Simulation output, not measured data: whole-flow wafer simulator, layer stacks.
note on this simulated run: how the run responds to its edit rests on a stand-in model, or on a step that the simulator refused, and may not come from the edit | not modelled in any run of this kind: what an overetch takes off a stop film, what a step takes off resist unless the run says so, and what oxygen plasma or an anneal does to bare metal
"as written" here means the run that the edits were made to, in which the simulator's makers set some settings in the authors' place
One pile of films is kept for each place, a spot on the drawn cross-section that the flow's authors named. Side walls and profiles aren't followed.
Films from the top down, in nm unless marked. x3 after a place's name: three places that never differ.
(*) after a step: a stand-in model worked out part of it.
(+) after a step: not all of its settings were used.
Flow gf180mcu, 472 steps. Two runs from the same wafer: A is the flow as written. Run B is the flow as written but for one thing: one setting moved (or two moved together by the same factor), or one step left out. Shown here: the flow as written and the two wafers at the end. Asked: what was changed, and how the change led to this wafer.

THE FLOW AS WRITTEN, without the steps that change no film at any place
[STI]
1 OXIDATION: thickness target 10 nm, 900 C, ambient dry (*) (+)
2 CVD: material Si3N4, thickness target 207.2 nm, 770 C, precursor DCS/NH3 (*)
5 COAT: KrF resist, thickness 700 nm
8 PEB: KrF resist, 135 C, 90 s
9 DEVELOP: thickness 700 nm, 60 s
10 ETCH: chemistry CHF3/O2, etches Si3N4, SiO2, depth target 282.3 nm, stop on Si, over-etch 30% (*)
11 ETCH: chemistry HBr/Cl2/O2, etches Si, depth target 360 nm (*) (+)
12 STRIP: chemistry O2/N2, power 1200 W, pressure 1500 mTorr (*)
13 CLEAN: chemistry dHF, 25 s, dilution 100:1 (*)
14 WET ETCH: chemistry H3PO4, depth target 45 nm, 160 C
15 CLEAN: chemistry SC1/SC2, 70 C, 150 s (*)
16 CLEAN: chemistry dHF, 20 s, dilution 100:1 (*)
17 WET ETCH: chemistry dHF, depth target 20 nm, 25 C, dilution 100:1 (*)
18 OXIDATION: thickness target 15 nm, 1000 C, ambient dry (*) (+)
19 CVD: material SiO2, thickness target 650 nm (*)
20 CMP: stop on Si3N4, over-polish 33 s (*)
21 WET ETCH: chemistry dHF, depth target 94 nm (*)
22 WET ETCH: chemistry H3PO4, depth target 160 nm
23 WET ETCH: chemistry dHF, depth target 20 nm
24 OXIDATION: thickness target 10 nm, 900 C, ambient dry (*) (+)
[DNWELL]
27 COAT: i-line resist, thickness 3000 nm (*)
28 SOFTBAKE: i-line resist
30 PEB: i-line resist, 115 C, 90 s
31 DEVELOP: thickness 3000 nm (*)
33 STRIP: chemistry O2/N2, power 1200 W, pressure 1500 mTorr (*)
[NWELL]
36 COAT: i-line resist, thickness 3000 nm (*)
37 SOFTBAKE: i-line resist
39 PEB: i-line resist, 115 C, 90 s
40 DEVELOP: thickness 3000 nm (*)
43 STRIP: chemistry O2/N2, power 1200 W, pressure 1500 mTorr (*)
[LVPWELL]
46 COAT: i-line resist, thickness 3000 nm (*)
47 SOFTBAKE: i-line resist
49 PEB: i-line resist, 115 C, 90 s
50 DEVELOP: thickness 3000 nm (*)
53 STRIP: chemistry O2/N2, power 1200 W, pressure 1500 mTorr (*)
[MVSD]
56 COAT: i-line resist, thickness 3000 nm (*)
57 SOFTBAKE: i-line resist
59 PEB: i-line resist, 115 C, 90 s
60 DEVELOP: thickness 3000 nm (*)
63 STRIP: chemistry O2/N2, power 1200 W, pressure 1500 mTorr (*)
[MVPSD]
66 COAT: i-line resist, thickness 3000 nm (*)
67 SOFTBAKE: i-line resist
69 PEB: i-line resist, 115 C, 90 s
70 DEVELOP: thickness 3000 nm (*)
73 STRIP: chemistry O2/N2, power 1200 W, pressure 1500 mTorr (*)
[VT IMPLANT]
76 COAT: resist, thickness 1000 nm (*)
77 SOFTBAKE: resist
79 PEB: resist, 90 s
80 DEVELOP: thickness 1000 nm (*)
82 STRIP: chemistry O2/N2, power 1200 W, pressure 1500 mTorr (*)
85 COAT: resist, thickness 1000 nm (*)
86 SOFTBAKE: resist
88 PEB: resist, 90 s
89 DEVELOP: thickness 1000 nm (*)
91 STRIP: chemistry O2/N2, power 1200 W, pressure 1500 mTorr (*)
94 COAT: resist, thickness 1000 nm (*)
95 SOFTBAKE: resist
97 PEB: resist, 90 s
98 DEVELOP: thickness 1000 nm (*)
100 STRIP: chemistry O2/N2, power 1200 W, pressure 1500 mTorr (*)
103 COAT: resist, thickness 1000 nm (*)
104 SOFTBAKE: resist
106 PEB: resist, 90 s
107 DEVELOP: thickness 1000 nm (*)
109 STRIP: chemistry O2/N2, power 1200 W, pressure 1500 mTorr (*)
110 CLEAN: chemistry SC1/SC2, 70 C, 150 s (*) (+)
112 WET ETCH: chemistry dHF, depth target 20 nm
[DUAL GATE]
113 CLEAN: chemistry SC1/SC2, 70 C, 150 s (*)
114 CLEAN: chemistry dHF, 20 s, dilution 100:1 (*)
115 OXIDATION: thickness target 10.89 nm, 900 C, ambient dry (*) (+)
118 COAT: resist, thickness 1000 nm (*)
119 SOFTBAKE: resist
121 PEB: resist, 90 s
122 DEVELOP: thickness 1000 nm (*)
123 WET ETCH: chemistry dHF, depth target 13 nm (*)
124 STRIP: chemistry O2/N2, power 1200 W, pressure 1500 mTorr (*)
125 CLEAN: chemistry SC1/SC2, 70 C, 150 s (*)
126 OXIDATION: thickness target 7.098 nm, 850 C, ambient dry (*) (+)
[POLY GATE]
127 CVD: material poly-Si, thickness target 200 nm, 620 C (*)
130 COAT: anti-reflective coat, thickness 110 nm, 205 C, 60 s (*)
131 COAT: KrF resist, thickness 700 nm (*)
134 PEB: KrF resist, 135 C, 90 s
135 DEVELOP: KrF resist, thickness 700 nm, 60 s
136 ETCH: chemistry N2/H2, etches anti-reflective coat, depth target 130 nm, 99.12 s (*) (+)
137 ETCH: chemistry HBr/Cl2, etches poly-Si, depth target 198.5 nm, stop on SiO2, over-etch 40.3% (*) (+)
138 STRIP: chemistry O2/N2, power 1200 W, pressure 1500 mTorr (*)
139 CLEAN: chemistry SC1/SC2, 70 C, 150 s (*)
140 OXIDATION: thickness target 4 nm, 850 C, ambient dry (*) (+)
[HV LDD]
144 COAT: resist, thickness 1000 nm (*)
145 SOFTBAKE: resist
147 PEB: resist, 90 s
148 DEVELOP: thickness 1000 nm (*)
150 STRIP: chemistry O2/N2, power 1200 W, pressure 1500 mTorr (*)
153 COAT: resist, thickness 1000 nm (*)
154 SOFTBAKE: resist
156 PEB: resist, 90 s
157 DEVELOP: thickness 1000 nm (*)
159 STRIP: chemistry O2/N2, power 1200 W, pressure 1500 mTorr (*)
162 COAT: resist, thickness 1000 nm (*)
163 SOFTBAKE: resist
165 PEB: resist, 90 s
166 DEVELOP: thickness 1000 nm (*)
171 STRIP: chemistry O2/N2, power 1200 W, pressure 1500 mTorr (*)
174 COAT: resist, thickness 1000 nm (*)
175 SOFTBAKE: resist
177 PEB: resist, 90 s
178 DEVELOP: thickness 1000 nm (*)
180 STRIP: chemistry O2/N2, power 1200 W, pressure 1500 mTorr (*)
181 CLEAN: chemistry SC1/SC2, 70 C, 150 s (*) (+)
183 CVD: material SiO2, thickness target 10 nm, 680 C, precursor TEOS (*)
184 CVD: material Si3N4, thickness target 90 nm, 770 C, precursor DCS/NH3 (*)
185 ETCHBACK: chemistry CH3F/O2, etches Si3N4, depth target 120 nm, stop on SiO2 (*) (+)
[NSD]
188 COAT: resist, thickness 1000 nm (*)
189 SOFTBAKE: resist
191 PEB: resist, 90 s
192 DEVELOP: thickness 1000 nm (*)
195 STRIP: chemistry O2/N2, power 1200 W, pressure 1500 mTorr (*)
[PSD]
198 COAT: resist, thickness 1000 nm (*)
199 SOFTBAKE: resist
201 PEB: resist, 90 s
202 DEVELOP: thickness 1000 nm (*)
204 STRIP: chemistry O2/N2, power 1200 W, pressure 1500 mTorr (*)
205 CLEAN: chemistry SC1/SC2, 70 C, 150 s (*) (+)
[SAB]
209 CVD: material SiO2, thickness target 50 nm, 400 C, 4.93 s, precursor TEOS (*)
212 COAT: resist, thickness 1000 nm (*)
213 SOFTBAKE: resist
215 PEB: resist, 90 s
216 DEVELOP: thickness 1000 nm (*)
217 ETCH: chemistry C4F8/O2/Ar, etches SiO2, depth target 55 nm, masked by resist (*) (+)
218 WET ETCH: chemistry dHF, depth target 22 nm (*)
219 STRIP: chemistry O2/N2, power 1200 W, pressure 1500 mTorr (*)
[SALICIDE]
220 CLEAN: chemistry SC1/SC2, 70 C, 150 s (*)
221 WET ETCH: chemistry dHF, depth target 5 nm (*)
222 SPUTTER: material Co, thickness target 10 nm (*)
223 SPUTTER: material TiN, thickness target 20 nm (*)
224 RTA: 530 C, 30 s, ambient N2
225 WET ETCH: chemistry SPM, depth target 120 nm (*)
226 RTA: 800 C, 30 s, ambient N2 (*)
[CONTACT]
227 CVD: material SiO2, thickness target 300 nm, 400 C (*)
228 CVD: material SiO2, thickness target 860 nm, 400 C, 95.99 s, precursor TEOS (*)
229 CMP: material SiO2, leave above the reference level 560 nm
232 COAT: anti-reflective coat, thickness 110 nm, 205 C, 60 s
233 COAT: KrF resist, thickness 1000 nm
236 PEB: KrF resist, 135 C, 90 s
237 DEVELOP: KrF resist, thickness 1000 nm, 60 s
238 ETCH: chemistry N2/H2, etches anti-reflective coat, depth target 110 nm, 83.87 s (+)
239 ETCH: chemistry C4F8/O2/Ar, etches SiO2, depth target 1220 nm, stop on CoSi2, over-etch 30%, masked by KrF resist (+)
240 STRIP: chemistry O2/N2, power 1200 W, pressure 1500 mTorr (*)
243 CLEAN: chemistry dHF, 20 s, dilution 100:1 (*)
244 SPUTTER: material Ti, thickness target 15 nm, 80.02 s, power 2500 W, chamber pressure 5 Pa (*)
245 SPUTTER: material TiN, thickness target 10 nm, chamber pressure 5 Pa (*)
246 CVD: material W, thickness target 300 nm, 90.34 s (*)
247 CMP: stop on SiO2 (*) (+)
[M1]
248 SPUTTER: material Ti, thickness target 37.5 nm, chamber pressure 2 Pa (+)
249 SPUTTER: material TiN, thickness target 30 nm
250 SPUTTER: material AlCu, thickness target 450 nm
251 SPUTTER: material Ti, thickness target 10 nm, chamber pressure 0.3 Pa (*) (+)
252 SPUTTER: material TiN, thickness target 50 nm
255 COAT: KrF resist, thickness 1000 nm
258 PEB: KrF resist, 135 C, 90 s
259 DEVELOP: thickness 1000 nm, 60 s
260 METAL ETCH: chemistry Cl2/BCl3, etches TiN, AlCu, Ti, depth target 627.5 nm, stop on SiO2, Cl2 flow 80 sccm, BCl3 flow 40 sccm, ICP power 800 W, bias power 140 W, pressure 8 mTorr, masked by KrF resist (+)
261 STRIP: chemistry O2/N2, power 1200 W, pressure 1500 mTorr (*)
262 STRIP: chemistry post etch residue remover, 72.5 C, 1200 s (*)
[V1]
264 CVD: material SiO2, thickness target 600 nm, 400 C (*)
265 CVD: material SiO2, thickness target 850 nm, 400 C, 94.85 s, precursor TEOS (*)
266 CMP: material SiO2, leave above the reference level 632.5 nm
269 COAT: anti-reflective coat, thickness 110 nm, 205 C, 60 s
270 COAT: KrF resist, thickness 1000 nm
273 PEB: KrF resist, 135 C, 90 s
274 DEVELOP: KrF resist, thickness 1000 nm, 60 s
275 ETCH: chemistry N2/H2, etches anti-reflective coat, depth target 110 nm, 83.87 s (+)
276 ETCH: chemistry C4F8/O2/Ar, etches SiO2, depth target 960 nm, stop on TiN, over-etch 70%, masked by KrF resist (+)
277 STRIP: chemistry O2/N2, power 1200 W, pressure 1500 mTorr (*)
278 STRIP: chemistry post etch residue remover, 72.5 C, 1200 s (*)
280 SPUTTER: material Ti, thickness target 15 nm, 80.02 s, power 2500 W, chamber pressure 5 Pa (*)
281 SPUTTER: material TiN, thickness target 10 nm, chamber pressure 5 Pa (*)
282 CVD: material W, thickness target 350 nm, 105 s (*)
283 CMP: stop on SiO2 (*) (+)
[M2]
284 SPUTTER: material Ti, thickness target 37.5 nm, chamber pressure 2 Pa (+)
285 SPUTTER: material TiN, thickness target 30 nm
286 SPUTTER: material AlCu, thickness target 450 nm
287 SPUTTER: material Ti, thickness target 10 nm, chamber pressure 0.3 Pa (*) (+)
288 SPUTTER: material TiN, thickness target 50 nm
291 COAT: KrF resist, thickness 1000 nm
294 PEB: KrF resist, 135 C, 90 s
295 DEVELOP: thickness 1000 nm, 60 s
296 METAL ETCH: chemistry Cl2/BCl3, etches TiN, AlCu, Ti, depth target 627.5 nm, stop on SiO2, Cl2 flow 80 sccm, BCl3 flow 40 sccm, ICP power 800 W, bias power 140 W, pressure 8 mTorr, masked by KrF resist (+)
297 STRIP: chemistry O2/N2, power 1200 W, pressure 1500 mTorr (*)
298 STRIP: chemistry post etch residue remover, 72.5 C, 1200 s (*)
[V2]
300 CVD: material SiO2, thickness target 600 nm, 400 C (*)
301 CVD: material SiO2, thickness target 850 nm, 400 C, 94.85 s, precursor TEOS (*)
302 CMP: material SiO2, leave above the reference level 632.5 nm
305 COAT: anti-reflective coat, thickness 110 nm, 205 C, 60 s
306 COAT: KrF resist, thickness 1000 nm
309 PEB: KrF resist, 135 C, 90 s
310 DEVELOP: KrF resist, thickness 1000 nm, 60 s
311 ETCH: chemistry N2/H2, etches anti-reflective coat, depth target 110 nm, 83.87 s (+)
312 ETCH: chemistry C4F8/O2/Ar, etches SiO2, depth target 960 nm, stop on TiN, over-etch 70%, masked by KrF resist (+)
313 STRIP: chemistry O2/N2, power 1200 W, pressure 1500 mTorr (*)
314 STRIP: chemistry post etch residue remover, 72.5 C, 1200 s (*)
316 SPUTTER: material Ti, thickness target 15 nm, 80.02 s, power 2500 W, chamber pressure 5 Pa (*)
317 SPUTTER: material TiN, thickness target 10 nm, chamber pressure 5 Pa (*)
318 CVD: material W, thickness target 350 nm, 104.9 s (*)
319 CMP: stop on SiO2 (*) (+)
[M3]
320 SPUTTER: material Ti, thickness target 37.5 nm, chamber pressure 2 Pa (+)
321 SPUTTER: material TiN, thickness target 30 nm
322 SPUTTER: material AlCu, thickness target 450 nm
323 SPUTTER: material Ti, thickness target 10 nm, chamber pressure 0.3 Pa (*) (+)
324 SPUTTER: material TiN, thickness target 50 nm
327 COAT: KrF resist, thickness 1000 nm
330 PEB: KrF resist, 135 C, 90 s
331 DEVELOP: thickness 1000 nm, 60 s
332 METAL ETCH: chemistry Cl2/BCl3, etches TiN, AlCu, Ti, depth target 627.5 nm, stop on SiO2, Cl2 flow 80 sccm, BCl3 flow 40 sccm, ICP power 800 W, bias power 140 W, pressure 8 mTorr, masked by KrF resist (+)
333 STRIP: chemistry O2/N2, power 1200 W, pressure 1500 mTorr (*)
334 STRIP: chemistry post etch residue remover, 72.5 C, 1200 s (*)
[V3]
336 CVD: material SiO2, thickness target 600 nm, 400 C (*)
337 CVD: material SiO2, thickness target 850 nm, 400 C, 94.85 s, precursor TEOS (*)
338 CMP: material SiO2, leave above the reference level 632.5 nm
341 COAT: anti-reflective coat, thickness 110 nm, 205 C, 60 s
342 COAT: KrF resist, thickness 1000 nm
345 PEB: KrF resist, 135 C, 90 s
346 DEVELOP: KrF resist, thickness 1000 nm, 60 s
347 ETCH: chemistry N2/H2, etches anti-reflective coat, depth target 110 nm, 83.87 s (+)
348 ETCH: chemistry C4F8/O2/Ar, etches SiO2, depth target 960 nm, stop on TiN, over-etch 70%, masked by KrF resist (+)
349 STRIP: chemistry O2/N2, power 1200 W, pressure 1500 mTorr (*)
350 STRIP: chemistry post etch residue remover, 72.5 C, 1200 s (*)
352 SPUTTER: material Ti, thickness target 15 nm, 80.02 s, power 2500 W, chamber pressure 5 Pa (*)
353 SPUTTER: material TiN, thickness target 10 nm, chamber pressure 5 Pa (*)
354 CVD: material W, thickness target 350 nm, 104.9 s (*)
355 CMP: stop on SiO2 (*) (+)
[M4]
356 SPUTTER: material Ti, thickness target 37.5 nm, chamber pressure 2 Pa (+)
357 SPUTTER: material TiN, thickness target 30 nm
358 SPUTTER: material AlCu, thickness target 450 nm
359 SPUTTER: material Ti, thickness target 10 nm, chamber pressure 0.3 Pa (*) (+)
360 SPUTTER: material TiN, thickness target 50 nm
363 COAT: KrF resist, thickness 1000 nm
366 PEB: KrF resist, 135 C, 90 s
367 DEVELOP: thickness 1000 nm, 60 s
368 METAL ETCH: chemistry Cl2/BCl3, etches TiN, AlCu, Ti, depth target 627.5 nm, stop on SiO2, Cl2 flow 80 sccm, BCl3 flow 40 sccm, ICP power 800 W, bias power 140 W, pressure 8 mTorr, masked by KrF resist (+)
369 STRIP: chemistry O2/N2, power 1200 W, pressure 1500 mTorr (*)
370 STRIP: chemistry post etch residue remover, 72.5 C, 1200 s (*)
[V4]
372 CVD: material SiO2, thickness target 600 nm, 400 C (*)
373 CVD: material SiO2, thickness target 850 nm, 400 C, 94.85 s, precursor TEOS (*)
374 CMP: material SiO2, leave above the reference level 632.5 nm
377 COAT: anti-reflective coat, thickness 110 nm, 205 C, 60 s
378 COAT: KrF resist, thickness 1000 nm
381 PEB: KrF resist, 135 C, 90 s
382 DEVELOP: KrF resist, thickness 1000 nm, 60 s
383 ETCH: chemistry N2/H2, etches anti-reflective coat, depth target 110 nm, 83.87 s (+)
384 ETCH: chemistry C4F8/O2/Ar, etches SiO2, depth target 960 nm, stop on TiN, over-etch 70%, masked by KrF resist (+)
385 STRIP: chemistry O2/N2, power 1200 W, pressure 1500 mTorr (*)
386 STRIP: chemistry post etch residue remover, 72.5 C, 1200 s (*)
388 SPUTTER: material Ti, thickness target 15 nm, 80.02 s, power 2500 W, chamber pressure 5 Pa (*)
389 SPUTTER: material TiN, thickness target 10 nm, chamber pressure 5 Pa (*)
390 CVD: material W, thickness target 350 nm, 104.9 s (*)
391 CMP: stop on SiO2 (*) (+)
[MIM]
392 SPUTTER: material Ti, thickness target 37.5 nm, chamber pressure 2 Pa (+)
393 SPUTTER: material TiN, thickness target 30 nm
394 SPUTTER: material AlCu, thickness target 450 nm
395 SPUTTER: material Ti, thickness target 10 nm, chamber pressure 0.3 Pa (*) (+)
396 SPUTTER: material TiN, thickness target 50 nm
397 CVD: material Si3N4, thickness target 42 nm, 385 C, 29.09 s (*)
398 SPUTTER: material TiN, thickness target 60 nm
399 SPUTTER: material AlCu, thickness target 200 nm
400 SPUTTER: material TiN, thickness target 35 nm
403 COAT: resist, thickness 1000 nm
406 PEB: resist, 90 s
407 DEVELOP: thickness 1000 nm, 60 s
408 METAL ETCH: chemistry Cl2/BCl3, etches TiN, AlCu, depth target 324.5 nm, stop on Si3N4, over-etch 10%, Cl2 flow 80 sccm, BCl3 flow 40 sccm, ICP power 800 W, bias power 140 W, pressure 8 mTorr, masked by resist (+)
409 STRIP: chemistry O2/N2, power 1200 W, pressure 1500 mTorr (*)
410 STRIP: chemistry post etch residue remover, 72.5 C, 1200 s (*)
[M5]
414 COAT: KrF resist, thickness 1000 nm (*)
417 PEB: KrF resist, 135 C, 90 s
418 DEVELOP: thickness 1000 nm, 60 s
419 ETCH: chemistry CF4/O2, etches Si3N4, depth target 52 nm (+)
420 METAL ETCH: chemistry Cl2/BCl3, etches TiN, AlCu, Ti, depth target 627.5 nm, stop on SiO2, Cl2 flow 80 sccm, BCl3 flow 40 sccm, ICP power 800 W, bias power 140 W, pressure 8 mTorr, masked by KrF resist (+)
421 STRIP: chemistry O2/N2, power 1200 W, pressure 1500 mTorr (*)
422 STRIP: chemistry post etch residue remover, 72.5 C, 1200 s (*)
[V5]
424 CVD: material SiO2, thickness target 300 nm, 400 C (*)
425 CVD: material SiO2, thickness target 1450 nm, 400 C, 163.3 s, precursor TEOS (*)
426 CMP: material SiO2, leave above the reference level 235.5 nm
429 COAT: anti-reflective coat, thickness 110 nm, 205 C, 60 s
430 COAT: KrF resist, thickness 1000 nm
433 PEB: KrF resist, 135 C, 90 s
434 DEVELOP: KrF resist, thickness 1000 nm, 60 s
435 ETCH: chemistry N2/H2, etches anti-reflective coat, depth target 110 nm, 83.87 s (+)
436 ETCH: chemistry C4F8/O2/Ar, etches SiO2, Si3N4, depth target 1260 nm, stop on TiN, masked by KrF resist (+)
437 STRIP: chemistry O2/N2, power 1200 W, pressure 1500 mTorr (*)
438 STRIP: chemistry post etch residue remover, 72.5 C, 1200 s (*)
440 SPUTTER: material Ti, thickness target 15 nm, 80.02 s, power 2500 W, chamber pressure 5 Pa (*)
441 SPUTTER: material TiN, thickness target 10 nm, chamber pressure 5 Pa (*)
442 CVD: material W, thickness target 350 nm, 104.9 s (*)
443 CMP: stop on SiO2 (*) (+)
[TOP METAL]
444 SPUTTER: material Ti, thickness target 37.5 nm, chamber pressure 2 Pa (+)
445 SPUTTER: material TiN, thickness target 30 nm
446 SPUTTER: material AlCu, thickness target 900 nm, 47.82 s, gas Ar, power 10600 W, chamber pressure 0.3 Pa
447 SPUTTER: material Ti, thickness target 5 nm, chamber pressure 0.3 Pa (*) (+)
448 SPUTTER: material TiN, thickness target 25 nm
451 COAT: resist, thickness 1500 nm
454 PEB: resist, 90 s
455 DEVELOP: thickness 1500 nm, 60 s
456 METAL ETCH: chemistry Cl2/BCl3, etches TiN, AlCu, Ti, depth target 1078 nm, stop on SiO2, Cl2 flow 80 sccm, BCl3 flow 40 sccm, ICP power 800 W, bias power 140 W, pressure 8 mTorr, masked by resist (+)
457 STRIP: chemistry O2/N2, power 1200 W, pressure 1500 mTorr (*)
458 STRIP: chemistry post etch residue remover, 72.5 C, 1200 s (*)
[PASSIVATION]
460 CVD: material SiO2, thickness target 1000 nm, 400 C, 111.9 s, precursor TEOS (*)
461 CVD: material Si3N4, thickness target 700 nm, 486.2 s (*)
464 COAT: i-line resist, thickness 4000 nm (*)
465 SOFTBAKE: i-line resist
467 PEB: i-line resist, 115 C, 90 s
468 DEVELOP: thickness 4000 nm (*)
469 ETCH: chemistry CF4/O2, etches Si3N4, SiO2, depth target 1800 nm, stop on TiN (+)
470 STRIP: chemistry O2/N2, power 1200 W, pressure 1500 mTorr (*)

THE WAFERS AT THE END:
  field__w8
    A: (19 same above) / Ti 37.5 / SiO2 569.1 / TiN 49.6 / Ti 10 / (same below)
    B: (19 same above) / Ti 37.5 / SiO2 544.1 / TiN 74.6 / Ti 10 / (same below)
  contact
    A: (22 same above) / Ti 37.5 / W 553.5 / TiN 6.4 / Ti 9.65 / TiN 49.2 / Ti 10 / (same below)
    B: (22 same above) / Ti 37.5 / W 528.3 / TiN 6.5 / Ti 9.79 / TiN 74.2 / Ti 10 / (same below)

The cause: step 324, SPUTTER: thickness target 75 nm was run, where the flow has thickness target 50 nm.

How the change led to this, step by step:
  324 SPUTTER: material TiN, thickness target 50 nm
      field, field__w1, field__w2 and 108 more: A TiN +50 (new film) | B TiN +75 (new film)
  332 METAL ETCH: chemistry Cl2/BCl3, etches TiN, AlCu, Ti, depth target 627.5 nm, stop on SiO2, Cl2 flow 80 sccm, BCl3 flow 40 sccm, ICP power 800 W, bias power 140 W, pressure 8 mTorr, masked by KrF resist (+)
      field, field__w1, field__w2 and 103 more: A TiN -50 (all of it), Ti -10 (all of it), AlCu -450 (all of it), TiN -30 (all of it), Ti -37.5 (all of it) | B TiN -75 (all of it), Ti -10 (all of it), AlCu -450 (all of it), TiN -30 (all of it), Ti -37.5 (all of it)
  338 CMP: material SiO2, leave above the reference level 632.5 nm
      field__w8, contact, m1, m1__w1, m1_nw: A SiO2 -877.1 | B SiO2 -902.1
  348 ETCH: chemistry C4F8/O2/Ar, etches SiO2, depth target 960 nm, stop on TiN, over-etch 70%, masked by KrF resist (+)
      field, field__w1, field__w2 and 107 more: A KrF resist -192 | B KrF resist -186
      contact: A SiO2 -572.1 (all of it) | B SiO2 -547.1 (all of it)
  354 CVD: material W, thickness target 350 nm, 104.9 s (*)
      contact: A W +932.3 (new film) | B W +907 (new film)
